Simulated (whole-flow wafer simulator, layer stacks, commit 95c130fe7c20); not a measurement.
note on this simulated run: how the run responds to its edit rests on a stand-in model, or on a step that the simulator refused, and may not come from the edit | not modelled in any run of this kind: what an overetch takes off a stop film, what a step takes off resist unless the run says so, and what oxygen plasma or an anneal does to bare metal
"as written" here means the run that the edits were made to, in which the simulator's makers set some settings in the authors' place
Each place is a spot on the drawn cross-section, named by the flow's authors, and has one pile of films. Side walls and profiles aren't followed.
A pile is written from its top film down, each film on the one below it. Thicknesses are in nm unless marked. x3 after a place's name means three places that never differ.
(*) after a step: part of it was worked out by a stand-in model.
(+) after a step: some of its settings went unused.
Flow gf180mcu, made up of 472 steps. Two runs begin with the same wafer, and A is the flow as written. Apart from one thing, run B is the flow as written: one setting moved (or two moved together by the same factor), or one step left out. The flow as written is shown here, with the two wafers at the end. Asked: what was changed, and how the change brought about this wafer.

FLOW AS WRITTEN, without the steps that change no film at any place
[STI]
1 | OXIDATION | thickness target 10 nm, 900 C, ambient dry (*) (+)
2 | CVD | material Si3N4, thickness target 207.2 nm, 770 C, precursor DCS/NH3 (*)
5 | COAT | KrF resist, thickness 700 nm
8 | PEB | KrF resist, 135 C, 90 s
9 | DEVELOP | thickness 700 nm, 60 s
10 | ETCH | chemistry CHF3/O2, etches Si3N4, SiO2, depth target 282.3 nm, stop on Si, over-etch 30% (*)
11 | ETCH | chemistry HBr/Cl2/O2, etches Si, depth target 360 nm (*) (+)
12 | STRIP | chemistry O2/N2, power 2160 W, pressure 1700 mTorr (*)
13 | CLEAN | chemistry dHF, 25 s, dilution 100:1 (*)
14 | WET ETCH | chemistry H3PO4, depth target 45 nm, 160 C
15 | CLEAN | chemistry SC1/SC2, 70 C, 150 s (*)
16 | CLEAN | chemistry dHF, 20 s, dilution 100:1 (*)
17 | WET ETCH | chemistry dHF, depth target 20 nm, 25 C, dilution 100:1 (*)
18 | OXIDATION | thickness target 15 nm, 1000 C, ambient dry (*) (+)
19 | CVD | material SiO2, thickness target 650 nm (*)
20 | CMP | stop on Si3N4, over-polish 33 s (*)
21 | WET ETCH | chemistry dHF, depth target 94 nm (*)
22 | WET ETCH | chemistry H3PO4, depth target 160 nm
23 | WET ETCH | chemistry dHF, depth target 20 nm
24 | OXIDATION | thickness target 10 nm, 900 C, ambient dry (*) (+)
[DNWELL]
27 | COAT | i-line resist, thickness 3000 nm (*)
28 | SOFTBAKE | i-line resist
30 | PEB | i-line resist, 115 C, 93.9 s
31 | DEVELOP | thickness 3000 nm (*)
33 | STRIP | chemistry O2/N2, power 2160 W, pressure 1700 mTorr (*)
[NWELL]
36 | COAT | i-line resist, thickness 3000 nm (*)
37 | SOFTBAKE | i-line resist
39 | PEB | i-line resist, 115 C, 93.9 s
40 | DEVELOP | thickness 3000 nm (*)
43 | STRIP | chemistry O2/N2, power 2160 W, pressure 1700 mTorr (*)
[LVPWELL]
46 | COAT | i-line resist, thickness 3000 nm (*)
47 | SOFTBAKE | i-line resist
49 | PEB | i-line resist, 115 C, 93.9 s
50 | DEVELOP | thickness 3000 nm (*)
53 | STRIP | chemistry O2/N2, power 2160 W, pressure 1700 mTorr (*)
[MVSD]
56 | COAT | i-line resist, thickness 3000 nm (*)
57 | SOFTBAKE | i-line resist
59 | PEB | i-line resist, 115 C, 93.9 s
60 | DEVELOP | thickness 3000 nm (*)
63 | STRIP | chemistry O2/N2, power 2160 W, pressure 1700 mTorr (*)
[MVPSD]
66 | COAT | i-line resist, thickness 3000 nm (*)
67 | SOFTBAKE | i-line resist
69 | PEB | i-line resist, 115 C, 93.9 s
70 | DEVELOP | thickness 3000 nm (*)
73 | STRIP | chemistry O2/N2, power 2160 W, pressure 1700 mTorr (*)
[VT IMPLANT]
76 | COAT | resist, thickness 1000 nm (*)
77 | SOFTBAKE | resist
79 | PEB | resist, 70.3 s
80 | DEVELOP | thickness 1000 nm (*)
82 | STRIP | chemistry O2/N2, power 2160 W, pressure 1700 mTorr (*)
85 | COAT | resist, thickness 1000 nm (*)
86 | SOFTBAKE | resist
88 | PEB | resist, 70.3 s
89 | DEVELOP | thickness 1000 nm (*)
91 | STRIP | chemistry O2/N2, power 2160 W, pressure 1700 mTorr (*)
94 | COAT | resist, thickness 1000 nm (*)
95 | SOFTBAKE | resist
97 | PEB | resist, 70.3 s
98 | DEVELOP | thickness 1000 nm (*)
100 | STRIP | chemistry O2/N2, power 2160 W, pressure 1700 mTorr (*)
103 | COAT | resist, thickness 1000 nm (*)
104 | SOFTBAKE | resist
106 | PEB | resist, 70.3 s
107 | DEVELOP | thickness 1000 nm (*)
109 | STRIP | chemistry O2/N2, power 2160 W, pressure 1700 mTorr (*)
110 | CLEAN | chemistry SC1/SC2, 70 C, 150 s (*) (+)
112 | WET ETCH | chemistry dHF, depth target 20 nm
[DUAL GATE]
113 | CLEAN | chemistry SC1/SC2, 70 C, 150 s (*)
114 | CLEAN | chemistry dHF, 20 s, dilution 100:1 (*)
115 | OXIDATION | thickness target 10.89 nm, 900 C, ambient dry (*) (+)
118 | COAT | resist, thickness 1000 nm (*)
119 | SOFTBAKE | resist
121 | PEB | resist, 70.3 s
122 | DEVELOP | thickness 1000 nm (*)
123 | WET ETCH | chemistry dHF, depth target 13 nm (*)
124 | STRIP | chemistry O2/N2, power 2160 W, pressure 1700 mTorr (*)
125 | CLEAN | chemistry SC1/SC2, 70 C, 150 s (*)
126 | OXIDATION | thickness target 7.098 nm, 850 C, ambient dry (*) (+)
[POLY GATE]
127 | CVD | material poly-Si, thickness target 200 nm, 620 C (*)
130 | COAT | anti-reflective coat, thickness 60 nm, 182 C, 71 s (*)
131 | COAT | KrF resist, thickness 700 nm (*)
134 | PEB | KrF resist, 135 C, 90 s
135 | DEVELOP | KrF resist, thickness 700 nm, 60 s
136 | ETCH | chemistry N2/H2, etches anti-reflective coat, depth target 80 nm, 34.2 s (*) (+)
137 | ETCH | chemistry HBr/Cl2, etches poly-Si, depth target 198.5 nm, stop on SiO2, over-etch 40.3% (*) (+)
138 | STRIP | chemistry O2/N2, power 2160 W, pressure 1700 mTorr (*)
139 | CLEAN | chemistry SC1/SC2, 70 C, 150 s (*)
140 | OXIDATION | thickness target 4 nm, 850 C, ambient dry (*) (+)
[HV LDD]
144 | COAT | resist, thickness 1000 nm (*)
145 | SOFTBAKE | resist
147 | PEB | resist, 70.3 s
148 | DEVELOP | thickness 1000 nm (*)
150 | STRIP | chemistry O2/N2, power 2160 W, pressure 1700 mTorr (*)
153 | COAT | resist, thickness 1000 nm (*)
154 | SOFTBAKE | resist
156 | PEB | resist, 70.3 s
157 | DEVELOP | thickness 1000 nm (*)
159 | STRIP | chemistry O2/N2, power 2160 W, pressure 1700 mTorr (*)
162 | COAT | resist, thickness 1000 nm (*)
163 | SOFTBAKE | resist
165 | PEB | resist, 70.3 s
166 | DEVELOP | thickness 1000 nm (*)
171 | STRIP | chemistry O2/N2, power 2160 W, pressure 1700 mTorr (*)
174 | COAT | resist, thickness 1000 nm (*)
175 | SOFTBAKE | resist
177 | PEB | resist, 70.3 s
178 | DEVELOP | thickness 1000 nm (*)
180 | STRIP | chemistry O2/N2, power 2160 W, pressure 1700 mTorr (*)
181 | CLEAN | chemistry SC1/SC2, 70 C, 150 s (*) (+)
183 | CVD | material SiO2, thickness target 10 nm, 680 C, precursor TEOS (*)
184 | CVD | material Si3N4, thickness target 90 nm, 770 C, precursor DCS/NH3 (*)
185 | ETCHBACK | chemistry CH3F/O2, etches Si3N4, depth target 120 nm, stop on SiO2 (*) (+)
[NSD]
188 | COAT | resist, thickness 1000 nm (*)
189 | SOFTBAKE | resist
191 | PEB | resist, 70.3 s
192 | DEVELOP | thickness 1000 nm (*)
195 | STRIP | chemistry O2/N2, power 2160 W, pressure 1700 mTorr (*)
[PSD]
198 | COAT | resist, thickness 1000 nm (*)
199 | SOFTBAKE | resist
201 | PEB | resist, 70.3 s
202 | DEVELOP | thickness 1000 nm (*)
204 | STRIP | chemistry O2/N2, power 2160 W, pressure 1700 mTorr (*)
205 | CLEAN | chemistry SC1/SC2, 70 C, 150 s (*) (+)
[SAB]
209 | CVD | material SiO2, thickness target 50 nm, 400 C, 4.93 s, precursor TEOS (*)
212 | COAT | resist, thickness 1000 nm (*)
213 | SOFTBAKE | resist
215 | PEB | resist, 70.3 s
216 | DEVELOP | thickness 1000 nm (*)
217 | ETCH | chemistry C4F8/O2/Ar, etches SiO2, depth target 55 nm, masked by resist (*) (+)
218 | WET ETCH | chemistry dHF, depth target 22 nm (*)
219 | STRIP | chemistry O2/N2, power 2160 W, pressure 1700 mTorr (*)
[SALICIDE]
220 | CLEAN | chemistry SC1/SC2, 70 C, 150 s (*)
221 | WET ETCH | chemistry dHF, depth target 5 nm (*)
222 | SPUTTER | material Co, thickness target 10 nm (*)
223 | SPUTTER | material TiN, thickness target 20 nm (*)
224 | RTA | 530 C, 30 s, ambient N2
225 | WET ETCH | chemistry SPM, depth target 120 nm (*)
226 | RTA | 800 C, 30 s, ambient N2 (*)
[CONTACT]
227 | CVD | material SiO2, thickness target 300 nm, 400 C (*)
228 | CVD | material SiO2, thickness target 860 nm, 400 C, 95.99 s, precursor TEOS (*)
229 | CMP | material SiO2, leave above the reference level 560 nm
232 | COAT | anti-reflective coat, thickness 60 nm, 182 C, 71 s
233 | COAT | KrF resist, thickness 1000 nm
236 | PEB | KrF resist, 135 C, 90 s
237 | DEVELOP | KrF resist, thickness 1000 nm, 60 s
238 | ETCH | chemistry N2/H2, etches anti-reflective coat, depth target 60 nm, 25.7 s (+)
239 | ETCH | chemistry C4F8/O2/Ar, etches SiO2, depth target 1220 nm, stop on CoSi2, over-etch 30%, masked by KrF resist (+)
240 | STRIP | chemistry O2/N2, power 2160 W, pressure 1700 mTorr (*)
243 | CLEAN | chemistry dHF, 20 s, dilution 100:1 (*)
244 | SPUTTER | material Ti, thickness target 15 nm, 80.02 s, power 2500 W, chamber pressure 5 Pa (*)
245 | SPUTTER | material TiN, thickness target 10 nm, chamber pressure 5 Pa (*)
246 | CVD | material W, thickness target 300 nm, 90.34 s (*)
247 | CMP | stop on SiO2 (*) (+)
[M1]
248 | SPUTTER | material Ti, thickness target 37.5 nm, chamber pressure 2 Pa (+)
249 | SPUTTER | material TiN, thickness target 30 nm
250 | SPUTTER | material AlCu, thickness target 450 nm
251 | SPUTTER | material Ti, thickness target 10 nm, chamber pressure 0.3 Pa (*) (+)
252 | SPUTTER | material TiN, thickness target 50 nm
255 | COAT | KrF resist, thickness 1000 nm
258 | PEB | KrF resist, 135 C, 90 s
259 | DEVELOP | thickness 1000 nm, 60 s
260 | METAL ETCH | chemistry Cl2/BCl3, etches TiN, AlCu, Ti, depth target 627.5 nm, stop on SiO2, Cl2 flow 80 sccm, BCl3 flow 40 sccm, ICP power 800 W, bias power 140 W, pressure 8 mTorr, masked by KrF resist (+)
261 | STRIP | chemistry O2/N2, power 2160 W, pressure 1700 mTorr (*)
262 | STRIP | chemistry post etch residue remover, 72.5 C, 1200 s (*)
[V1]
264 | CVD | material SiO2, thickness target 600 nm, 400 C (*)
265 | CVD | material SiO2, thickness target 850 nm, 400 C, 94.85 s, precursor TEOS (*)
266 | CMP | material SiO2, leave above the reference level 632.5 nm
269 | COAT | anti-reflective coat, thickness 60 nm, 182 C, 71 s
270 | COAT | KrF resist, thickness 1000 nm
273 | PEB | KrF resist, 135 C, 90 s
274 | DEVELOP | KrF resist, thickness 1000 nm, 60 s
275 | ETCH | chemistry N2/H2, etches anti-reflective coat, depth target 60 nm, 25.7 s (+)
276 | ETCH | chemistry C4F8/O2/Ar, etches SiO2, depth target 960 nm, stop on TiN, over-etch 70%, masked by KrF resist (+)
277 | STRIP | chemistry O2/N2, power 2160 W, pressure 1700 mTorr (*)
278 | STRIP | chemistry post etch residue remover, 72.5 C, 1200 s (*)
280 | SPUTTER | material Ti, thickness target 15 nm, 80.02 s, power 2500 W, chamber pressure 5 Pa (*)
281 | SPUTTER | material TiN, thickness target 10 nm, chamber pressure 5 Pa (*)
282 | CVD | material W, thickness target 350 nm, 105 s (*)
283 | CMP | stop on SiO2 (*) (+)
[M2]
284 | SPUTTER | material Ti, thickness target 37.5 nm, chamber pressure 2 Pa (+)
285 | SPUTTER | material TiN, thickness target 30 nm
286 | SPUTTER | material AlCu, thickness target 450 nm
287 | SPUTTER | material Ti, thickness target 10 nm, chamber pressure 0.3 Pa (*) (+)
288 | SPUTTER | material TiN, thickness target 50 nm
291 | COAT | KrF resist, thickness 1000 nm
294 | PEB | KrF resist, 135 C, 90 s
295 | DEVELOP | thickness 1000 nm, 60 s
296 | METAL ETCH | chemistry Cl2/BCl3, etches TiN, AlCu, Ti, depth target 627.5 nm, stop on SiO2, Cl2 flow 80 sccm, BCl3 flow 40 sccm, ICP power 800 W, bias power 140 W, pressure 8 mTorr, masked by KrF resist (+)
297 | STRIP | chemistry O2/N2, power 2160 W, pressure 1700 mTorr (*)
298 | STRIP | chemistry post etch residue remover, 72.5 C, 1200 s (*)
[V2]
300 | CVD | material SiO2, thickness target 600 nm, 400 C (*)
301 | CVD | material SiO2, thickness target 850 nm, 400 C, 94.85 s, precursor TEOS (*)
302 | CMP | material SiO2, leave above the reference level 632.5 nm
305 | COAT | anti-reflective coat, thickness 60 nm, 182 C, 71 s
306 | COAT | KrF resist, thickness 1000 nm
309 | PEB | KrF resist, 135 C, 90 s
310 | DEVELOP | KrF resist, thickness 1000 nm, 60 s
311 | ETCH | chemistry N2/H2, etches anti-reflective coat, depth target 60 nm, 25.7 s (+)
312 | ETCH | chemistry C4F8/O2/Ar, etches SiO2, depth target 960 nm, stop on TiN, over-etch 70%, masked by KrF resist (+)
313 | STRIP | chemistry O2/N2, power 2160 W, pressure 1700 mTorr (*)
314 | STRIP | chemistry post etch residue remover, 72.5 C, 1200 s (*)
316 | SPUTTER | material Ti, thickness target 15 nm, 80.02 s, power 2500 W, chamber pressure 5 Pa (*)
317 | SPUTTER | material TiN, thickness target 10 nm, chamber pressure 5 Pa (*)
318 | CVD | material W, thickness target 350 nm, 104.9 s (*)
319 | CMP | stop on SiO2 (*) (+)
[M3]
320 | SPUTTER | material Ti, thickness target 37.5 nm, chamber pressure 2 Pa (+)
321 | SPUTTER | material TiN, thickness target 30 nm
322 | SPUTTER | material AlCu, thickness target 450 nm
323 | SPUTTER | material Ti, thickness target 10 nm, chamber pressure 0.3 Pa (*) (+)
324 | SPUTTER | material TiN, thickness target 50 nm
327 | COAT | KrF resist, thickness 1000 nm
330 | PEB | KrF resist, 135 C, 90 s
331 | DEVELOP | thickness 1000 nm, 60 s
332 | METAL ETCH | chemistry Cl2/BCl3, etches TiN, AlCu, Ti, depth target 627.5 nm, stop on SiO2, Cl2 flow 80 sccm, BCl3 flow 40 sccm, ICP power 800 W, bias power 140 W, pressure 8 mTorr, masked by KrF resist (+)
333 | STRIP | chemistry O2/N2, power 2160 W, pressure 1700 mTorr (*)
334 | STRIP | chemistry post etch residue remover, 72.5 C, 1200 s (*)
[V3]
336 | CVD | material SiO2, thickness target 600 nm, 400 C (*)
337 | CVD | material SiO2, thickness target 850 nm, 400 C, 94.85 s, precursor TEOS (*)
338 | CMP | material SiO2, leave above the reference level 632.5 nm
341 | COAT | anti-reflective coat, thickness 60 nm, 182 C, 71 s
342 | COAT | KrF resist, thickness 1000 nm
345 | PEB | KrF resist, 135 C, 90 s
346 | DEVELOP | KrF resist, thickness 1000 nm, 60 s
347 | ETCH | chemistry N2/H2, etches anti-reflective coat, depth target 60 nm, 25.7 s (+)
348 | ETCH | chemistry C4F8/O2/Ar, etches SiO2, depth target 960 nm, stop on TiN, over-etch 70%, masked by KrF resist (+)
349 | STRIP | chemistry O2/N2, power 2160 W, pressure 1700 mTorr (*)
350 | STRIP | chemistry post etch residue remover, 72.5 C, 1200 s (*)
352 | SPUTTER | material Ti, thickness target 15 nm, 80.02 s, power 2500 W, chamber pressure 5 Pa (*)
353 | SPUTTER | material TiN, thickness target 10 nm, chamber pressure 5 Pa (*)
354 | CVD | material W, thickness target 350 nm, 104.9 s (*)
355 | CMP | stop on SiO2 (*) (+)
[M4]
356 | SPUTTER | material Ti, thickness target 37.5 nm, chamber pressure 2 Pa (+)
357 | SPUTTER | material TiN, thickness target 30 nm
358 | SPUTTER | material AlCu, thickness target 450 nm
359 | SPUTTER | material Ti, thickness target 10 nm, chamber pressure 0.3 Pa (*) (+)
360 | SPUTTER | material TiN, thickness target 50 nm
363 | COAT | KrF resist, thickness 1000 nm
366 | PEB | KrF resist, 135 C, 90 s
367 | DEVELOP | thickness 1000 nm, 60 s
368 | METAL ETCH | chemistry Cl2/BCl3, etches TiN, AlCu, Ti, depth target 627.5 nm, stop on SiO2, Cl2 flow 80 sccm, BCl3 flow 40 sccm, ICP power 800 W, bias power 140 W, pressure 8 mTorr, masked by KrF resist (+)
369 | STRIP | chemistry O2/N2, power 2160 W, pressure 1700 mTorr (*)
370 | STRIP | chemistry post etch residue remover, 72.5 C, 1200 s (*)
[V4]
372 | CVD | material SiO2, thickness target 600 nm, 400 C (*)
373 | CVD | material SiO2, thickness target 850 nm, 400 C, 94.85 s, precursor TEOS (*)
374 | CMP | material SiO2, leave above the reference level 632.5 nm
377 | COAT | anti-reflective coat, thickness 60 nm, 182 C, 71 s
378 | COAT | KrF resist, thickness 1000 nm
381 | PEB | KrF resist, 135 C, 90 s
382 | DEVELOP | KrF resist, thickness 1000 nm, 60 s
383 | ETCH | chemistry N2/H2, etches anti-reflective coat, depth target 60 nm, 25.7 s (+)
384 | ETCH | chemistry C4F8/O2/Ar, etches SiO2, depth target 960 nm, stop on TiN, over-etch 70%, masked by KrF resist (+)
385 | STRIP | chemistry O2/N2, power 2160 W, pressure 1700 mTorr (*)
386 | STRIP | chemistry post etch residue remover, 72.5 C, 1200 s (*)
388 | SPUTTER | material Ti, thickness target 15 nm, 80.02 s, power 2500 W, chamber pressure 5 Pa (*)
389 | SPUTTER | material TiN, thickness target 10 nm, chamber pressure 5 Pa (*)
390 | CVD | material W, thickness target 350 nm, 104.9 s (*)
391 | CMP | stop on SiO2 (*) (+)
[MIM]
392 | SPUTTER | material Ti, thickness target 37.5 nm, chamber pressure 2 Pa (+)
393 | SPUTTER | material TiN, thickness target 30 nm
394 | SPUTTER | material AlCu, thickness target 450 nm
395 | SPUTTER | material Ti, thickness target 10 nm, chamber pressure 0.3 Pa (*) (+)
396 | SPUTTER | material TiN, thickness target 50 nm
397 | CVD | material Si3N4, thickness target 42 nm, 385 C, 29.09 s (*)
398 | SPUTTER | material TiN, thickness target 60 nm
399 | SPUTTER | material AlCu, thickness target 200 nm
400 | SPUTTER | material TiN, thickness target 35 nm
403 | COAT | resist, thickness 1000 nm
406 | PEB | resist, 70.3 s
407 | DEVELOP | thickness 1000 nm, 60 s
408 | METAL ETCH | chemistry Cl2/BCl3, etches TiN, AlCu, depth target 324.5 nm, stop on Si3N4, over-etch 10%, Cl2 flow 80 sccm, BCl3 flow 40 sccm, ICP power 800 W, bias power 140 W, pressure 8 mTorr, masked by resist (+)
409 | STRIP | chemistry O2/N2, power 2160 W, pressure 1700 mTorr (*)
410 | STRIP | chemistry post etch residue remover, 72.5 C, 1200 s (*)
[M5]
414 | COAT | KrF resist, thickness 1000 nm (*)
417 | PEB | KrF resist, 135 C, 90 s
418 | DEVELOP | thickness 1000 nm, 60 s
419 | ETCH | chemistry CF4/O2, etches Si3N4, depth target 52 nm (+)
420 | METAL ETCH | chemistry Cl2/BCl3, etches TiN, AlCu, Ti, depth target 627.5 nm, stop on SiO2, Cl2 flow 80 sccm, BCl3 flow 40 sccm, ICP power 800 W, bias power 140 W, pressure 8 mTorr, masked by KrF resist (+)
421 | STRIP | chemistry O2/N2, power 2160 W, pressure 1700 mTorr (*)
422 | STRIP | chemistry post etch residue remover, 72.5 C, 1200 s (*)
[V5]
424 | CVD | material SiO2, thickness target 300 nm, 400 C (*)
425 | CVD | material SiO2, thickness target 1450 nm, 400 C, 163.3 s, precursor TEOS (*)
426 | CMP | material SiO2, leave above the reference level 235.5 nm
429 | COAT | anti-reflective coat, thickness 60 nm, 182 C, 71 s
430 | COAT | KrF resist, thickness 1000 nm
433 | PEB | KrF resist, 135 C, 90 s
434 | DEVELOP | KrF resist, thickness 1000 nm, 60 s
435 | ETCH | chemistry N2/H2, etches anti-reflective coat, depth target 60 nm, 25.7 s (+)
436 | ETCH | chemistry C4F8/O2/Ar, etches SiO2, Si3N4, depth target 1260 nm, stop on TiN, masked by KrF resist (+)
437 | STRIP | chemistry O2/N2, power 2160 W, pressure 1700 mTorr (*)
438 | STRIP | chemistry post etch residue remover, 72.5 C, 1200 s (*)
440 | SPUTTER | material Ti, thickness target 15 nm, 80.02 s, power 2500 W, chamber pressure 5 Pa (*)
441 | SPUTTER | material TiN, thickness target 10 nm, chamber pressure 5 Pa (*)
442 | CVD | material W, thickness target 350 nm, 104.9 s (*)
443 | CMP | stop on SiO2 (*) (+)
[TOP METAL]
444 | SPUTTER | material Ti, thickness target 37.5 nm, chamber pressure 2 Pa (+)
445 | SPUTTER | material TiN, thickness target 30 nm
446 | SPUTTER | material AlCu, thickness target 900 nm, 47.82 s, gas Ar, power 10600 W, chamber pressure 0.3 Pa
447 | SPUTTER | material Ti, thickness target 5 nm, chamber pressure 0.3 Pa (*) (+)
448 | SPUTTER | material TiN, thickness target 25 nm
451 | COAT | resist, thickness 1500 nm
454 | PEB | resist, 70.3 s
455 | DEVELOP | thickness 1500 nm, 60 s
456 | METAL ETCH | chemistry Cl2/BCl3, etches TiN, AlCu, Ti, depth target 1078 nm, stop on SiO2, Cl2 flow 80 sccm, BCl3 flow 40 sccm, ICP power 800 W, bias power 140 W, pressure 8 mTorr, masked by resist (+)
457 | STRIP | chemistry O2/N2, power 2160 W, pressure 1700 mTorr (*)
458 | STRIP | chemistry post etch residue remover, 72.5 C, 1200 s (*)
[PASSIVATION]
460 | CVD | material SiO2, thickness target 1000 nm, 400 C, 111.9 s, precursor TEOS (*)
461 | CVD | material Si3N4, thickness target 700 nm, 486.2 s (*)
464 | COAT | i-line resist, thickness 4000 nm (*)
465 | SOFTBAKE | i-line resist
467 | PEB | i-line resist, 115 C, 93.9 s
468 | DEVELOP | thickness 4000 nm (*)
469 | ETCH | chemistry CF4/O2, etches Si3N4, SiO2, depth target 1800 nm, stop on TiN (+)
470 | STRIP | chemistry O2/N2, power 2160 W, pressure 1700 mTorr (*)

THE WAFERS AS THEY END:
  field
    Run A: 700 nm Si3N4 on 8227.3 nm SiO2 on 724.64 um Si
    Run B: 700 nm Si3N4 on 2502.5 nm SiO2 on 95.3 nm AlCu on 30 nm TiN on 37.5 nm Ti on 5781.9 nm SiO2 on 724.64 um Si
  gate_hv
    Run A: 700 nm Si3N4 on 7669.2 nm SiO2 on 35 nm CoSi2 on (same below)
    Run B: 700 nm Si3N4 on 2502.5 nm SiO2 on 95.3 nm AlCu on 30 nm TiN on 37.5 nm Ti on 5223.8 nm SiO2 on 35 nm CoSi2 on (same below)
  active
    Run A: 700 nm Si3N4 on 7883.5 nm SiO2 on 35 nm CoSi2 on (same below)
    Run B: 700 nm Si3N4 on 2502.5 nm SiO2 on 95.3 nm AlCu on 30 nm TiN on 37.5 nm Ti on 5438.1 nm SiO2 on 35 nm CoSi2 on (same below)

Cause: step 394, SPUTTER: thickness target 670 nm was run, while the flow as written has thickness target 450 nm.

The path from the change to this, step by step:
  394 | SPUTTER | material AlCu, thickness target 450 nm
      field, field__w1, field__w2 and 108 more: A +450 AlCu (new film) | B +670 AlCu (new film)
  420 | METAL ETCH | chemistry Cl2/BCl3, etches TiN, AlCu, Ti, depth target 627.5 nm, stop on SiO2, Cl2 flow 80 sccm, BCl3 flow 40 sccm, ICP power 800 W, bias power 140 W, pressure 8 mTorr, masked by KrF resist (+)
      field, field__w1, field__w2 and 101 more: A -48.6 TiN (all of it), -10 Ti (all of it), -450 AlCu (all of it), -30 TiN (all of it), -37.5 Ti (all of it) | B -48.6 TiN (all of it), -10 Ti (all of it), -568.9 AlCu
  422 | STRIP | chemistry post etch residue remover, 72.5 C, 1200 s (*)
      field, field__w1, field__w2 and 101 more: A nothing | B -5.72 AlCu
  424 | CVD | material SiO2, thickness target 300 nm, 400 C (*)
      field, field__w1, field__w2 and 101 more: A +300 SiO2 | B +300 SiO2 (new film)
  426 | CMP | material SiO2, leave above the reference level 235.5 nm
      field, field__w1, field__w5 and 92 more: A -300.8 SiO2 | B -243.7 SiO2
      field__w2, field__w3, field__w12 and 6 more: A -272.7 SiO2 | B -212.9 SiO2
Taking metal films that touch as one body, field has 1 body; the flow as written gives 0 bodies.
Taking metal films that touch as one body, gate_hv has 2 bodies (between them, from the top down: SiO2 5223.8); the flow as written gives 1 body.
Taking metal films that touch as one body, active has 2 bodies (between them, from the top down: SiO2 5438.1); the flow as written gives 1 body.
